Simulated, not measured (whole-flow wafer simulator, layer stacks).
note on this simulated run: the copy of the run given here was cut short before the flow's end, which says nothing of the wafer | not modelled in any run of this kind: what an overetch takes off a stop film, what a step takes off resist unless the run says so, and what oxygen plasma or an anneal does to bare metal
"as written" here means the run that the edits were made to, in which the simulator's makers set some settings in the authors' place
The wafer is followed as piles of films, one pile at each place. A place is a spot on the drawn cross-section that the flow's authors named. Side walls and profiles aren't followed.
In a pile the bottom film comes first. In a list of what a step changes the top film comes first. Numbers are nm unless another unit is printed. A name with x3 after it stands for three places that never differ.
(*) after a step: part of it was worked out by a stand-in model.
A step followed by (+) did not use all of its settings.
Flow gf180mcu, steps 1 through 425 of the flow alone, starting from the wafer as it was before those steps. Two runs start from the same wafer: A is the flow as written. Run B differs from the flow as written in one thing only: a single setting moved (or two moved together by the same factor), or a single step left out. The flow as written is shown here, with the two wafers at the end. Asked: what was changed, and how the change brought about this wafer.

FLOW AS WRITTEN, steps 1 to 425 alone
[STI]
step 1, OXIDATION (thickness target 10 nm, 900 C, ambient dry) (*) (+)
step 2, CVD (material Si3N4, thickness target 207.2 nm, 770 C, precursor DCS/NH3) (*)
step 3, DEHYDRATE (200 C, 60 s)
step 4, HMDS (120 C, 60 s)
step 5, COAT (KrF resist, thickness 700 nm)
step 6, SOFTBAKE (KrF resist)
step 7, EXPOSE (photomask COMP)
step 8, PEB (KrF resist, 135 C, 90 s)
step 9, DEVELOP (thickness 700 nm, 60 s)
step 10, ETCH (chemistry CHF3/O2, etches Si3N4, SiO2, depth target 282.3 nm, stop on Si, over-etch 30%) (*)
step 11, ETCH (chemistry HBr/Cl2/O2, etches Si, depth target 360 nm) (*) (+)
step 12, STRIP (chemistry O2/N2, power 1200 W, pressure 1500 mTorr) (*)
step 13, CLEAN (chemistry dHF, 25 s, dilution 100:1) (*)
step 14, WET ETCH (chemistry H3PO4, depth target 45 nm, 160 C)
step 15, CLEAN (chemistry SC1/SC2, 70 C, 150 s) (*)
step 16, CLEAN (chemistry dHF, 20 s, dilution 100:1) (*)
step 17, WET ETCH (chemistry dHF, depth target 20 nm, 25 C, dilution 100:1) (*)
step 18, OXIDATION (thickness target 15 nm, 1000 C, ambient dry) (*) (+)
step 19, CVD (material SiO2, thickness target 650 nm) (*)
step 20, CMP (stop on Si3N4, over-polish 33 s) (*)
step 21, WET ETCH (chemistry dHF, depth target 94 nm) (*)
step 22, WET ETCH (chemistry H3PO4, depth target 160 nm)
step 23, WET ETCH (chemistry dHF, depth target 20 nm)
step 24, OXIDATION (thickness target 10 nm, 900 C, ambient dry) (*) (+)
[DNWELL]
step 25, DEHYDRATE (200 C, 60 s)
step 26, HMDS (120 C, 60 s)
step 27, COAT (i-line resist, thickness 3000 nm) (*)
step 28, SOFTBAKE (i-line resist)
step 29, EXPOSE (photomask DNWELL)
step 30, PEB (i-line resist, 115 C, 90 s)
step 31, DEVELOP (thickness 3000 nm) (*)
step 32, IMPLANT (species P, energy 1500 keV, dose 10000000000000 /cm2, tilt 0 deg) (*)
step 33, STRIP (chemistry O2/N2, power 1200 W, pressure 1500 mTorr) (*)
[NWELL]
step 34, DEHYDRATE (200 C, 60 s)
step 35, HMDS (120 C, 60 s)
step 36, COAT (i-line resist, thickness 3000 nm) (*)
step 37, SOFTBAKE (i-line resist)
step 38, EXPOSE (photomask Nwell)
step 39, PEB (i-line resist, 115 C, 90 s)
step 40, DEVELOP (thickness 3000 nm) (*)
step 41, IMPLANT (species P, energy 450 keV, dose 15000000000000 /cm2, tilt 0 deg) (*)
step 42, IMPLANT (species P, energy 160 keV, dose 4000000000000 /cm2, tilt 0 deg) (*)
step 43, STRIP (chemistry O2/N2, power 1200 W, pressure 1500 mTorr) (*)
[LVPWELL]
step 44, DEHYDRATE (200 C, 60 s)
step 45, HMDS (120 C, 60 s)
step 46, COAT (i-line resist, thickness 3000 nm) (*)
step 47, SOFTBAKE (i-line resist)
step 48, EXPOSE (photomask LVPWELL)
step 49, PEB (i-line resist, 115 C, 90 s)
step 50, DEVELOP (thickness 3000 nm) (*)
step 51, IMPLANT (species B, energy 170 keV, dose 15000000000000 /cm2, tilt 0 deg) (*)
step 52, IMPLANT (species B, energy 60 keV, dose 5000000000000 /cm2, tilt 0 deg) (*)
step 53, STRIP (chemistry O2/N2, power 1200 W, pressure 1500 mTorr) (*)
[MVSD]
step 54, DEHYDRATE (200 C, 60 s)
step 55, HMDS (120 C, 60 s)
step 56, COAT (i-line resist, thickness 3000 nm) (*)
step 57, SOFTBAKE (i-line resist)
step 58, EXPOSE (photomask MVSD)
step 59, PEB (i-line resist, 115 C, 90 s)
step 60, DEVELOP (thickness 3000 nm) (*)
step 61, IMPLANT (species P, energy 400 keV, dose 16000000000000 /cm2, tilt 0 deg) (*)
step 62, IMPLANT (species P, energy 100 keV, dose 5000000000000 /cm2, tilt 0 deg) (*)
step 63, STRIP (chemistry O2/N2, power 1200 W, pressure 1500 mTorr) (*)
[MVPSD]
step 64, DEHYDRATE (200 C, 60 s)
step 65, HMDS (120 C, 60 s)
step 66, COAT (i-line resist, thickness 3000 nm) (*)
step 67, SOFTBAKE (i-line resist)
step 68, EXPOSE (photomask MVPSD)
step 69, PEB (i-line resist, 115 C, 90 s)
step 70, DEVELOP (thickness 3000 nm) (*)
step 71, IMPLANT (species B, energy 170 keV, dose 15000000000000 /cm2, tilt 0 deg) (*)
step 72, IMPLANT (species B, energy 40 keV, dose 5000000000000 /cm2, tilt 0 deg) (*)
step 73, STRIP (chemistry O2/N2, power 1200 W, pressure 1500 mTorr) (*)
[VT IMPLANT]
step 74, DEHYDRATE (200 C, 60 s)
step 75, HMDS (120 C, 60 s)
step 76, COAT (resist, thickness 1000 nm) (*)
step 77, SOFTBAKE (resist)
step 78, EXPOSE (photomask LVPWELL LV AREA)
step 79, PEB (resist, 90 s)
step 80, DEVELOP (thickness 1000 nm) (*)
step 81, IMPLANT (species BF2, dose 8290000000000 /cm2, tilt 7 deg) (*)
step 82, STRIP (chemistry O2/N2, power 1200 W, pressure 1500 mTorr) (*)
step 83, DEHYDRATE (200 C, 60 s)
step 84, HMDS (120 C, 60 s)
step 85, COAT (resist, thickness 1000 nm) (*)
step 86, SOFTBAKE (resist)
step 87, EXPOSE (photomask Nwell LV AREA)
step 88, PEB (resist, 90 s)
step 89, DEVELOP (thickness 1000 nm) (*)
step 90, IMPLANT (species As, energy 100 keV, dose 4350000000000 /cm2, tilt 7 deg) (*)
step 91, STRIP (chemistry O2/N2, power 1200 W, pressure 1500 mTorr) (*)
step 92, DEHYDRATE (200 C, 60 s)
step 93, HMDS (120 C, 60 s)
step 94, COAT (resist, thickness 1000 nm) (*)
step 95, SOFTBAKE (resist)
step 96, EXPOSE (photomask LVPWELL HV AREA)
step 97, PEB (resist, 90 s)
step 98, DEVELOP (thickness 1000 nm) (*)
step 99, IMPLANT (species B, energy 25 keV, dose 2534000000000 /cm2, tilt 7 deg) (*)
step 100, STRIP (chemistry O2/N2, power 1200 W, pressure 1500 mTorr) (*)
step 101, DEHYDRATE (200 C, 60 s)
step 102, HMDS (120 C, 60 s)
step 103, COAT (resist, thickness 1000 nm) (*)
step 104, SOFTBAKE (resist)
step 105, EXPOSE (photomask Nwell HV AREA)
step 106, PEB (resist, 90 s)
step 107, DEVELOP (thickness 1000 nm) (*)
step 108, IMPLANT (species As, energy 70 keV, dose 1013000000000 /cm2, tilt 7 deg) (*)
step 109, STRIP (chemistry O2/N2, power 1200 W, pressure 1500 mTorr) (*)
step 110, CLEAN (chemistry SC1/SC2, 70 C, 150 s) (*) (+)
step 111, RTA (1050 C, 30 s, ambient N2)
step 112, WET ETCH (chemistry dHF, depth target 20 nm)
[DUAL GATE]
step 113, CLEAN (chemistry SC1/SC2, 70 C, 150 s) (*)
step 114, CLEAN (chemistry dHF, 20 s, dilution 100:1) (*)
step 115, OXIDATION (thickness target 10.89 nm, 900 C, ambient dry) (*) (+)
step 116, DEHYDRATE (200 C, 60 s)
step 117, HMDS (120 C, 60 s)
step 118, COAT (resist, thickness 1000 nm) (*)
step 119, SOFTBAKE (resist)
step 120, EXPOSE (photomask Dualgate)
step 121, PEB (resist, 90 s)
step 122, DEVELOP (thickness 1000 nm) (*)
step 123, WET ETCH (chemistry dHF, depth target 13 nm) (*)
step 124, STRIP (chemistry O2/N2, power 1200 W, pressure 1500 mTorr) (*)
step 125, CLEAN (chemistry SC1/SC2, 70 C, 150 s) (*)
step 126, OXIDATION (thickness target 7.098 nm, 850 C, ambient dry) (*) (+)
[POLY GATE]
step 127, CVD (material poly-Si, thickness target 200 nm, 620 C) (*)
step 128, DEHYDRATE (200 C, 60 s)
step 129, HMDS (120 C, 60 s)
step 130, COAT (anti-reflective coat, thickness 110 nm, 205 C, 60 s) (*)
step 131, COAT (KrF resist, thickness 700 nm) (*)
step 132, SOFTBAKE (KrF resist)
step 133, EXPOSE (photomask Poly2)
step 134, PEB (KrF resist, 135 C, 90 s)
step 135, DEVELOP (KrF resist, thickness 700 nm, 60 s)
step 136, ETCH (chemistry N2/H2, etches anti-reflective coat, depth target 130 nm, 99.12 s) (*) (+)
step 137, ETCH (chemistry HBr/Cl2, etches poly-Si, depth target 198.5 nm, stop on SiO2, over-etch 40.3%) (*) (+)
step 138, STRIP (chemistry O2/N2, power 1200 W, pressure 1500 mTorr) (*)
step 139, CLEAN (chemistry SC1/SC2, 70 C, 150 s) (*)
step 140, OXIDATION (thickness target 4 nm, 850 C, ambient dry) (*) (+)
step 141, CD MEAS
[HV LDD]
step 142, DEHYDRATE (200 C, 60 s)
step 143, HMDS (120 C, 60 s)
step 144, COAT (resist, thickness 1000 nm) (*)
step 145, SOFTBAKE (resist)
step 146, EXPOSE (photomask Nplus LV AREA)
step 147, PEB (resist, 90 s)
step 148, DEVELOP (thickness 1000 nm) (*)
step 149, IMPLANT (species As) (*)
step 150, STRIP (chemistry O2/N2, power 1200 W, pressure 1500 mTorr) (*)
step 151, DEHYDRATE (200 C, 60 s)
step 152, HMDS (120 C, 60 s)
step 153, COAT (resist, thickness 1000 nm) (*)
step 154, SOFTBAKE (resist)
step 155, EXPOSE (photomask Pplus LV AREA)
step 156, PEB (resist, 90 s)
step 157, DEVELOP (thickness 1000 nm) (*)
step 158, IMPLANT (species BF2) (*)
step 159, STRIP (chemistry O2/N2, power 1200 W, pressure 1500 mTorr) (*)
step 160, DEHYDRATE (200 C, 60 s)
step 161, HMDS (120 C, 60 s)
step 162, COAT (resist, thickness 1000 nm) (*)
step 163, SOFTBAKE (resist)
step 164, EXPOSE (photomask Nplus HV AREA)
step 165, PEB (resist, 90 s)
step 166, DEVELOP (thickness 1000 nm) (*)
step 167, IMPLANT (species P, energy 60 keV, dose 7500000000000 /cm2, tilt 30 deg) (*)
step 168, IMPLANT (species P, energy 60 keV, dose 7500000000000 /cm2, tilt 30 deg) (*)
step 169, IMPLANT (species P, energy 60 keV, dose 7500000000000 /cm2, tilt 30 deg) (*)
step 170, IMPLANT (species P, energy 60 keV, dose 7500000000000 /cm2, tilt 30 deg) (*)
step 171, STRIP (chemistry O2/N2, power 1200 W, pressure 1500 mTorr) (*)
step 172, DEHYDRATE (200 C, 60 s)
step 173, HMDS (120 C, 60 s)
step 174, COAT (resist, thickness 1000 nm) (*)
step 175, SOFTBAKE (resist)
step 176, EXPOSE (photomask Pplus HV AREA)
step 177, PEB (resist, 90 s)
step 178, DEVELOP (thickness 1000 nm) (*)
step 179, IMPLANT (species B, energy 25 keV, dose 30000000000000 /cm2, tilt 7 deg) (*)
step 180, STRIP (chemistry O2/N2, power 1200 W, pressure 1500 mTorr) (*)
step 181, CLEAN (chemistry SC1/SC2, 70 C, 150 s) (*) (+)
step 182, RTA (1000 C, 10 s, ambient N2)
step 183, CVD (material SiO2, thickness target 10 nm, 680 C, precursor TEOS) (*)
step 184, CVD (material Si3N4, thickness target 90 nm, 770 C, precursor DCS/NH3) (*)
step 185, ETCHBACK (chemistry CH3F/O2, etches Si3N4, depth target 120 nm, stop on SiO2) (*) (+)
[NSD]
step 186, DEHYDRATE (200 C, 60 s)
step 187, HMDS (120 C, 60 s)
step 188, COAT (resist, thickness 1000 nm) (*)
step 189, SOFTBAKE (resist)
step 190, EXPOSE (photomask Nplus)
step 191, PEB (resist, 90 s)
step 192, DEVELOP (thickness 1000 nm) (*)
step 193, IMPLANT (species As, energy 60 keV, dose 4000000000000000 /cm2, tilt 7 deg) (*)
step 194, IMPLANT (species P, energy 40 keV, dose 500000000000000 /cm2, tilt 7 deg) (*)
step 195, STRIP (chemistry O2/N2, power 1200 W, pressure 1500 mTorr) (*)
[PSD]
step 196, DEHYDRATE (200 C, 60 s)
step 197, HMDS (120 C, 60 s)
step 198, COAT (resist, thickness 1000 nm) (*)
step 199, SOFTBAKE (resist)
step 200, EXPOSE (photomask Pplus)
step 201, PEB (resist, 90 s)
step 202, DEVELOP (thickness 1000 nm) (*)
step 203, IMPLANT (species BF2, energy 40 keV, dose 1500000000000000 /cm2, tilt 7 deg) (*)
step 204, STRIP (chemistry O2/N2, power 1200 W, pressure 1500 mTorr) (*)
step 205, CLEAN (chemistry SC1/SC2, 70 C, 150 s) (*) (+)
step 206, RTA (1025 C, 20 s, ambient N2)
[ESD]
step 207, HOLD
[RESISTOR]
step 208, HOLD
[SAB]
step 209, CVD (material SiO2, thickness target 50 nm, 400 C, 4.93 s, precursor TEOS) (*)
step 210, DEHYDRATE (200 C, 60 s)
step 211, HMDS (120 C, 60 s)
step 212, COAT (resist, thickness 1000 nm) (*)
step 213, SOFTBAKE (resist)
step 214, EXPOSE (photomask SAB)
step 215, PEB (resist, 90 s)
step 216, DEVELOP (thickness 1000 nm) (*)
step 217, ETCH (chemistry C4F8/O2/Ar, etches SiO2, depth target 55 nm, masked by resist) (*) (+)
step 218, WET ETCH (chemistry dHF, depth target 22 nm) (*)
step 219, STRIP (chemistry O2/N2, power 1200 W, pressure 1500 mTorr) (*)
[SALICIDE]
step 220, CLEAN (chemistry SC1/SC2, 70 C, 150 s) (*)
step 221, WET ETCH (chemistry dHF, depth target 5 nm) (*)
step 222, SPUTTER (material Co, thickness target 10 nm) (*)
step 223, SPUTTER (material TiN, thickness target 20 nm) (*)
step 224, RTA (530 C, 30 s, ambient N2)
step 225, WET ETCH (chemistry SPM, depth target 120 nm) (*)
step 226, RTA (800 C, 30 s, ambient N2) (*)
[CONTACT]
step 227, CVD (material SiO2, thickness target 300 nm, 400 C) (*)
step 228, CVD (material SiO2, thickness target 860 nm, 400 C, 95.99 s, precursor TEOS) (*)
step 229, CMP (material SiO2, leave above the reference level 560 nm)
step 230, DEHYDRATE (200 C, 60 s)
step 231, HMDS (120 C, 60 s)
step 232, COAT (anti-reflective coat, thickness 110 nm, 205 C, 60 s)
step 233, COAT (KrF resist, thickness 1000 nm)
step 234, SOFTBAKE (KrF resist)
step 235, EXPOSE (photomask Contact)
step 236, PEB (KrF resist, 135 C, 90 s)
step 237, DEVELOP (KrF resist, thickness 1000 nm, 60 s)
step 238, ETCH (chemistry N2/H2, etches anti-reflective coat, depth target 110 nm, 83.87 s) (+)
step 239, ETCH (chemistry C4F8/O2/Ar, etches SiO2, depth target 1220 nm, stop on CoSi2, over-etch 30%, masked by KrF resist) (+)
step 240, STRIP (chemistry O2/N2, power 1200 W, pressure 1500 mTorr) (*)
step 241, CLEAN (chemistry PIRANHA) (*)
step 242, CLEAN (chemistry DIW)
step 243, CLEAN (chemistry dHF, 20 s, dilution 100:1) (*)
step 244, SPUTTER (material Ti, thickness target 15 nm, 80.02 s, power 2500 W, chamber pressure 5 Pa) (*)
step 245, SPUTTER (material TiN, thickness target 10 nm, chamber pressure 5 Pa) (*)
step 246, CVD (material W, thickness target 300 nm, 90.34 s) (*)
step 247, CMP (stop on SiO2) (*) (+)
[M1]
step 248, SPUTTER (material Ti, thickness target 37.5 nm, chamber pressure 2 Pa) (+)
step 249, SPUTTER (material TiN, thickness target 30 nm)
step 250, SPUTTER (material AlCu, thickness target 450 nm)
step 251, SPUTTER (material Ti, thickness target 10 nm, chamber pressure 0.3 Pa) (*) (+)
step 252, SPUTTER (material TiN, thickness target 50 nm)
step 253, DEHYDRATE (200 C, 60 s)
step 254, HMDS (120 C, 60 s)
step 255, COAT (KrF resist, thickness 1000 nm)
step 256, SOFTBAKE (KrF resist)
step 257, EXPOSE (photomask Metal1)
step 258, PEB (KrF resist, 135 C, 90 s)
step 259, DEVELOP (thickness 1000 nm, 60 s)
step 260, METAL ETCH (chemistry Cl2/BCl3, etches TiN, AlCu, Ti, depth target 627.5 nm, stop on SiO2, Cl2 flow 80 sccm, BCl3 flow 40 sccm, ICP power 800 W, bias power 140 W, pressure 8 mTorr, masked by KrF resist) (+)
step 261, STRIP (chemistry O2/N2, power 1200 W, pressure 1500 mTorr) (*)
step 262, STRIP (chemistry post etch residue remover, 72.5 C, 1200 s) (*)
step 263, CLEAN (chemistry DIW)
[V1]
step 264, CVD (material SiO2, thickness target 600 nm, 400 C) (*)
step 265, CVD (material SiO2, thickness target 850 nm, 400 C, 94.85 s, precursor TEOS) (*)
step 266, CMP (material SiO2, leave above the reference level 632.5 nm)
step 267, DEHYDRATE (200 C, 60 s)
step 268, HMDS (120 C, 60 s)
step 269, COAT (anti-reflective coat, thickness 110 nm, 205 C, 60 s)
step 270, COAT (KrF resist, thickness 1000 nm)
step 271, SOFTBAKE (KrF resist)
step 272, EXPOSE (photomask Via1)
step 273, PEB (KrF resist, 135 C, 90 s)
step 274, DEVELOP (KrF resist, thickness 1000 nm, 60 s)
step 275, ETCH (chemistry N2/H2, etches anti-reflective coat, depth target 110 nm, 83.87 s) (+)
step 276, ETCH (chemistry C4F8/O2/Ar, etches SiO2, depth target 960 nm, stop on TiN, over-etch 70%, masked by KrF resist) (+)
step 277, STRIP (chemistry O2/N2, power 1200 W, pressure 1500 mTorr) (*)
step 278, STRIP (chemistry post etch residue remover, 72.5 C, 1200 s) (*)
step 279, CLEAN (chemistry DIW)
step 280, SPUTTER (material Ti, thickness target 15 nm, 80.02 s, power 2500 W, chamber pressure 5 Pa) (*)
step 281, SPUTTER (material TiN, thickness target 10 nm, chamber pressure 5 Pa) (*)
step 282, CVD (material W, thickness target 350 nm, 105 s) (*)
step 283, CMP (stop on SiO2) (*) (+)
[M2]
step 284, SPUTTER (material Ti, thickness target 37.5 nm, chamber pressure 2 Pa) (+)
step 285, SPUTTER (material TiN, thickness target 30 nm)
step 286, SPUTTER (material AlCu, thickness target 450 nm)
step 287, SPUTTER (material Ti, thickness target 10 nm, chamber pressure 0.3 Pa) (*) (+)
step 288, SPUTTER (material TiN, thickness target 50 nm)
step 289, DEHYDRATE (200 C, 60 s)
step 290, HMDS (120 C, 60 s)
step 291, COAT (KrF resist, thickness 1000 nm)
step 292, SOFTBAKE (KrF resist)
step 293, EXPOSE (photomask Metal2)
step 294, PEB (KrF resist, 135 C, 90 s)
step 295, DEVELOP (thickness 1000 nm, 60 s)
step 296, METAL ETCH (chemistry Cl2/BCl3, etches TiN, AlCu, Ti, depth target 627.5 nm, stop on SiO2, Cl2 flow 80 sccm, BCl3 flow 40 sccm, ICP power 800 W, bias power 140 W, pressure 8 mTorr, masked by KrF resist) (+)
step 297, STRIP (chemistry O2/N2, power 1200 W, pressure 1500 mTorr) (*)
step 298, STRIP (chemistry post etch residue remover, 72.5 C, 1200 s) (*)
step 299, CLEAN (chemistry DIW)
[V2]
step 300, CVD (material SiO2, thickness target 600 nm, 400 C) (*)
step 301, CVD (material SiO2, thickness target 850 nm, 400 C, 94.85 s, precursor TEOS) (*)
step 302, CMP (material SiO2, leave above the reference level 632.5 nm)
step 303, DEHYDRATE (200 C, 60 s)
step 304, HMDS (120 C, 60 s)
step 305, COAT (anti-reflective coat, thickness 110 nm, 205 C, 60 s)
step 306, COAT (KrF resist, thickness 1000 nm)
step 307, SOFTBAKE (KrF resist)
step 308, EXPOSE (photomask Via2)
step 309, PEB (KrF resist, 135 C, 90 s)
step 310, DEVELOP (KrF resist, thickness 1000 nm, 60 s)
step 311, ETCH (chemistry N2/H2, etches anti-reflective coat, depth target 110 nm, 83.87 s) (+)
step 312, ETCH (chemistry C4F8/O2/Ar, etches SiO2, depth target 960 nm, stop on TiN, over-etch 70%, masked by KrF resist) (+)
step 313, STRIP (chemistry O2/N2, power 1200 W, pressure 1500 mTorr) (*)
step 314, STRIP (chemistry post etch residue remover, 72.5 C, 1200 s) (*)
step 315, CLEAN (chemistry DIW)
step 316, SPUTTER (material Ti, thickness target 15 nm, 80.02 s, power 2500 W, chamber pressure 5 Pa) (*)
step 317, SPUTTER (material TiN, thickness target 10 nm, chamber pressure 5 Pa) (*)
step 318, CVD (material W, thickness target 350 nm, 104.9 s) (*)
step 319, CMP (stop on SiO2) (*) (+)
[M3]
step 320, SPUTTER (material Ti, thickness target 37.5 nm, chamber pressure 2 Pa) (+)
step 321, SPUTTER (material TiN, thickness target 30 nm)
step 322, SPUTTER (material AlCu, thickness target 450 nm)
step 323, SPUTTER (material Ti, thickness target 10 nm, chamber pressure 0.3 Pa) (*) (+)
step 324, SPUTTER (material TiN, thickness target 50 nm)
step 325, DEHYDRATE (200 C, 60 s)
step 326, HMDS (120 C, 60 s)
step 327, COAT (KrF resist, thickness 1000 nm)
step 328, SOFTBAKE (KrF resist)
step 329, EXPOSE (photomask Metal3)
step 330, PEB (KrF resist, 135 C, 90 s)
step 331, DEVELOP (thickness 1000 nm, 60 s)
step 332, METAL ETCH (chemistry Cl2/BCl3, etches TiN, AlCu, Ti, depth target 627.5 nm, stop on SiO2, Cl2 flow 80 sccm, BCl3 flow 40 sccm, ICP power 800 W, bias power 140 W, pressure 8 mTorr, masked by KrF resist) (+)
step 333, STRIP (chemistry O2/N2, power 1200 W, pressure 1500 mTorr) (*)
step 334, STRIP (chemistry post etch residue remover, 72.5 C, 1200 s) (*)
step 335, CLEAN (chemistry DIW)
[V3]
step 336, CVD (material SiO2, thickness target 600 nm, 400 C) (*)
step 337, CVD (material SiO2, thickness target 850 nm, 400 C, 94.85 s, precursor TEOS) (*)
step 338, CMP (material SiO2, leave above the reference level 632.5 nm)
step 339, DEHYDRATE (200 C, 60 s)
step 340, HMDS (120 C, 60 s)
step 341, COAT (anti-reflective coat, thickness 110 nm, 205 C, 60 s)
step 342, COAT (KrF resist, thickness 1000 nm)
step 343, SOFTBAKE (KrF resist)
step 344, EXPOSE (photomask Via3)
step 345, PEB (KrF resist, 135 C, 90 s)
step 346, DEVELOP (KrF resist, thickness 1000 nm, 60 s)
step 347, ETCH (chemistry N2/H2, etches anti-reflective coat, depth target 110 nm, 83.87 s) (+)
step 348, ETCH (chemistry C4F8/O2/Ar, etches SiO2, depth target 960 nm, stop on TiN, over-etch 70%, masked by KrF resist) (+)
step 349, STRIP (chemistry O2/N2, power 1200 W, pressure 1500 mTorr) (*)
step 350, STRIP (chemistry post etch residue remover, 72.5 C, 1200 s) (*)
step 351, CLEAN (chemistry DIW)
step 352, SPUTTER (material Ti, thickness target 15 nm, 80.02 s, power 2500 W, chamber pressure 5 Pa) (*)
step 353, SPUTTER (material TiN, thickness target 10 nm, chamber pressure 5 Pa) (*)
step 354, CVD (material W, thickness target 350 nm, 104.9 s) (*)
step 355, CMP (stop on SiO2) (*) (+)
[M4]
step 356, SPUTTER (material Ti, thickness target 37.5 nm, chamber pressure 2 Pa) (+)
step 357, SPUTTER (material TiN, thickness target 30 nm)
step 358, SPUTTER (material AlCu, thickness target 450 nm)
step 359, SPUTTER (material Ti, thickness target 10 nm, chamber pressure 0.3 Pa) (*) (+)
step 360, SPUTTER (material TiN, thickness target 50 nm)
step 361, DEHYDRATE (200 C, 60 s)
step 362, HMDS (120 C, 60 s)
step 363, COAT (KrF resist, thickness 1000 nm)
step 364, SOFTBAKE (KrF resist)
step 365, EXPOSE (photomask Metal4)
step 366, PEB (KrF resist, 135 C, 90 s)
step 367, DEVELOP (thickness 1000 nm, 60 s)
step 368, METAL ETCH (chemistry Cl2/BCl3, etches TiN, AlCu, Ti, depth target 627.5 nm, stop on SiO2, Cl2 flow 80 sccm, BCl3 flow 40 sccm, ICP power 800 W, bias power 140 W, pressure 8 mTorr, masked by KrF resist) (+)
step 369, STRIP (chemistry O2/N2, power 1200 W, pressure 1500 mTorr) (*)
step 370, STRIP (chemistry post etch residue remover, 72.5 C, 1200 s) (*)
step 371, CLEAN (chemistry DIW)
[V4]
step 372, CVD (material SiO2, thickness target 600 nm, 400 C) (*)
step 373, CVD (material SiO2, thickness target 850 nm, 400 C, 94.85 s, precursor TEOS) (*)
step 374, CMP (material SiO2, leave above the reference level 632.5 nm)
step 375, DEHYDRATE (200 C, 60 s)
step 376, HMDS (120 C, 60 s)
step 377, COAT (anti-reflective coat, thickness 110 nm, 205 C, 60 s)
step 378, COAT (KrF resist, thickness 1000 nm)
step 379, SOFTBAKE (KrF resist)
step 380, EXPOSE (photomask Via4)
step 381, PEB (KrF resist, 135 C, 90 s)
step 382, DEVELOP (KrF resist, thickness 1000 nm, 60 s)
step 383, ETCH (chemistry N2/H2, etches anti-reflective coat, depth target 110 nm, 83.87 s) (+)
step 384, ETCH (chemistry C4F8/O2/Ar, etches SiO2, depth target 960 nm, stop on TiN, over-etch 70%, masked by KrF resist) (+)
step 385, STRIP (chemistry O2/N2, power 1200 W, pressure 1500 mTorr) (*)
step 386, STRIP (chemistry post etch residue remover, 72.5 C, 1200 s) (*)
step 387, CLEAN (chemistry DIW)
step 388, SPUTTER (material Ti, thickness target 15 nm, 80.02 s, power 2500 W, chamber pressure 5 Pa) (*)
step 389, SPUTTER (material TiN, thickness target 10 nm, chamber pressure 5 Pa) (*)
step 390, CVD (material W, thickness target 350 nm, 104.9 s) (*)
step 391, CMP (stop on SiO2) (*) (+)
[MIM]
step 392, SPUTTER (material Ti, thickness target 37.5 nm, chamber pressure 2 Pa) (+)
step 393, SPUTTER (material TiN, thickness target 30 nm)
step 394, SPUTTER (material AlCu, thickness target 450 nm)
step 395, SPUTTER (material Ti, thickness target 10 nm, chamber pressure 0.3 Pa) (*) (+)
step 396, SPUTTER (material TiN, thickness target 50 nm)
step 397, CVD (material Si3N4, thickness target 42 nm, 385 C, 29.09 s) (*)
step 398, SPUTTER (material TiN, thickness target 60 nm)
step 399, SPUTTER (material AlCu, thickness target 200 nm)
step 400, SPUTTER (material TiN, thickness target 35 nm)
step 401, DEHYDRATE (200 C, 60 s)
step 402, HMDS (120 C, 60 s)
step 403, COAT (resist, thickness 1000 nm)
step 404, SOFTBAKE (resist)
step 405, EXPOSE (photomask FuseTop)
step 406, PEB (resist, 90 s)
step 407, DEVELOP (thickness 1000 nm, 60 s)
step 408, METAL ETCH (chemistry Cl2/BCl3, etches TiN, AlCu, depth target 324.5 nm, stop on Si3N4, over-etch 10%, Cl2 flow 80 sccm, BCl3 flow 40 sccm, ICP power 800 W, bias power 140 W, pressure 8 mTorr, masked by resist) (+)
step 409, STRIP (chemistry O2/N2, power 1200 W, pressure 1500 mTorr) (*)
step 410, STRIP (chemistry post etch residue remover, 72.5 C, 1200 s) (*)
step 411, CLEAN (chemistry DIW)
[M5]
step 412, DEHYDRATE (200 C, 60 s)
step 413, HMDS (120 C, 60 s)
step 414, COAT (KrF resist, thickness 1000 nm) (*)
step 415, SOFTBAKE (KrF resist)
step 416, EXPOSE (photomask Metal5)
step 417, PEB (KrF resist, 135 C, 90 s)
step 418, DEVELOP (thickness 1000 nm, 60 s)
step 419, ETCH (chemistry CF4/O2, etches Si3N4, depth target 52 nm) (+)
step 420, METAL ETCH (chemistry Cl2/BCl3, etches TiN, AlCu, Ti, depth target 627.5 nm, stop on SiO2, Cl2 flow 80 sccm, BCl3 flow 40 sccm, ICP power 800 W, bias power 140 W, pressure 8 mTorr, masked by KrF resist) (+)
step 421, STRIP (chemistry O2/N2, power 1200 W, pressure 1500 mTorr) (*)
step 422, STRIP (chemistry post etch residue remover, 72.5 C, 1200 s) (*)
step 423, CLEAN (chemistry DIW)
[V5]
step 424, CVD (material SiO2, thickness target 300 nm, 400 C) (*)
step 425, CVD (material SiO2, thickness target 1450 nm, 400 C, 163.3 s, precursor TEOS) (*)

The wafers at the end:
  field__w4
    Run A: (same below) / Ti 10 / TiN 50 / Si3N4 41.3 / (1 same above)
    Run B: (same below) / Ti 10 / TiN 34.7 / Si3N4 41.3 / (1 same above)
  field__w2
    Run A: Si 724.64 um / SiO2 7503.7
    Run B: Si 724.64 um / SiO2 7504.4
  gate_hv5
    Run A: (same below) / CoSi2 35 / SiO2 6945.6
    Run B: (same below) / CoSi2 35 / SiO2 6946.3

What caused this: step 396, SPUTTER: thickness target 34.7 nm was run, whereas the flow has thickness target 50 nm.
One can read it off the wafer: field__w4 has TiN 34.7, and step 396 as written asks for 50 nm.

Step by step, how the change led to this:
  step 396, SPUTTER (material TiN, thickness target 50 nm)
      field, field__w1, field__w2 and 108 more: A +50 TiN (new film) | B +34.7 TiN (new film)
  step 420, METAL ETCH (chemistry Cl2/BCl3, etches TiN, AlCu, Ti, depth target 627.5 nm, stop on SiO2, Cl2 flow 80 sccm, BCl3 flow 40 sccm, ICP power 800 W, bias power 140 W, pressure 8 mTorr, masked by KrF resist) (+)
      field, field__w1, field__w2 and 101 more: A -48.6 TiN (all of it), -10 Ti (all of it), -450 AlCu (all of it), -30 TiN (all of it), -37.5 Ti (all of it) | B -33.3 TiN (all of it), -10 Ti (all of it), -450 AlCu (all of it), -30 TiN (all of it), -37.5 Ti (all of it)
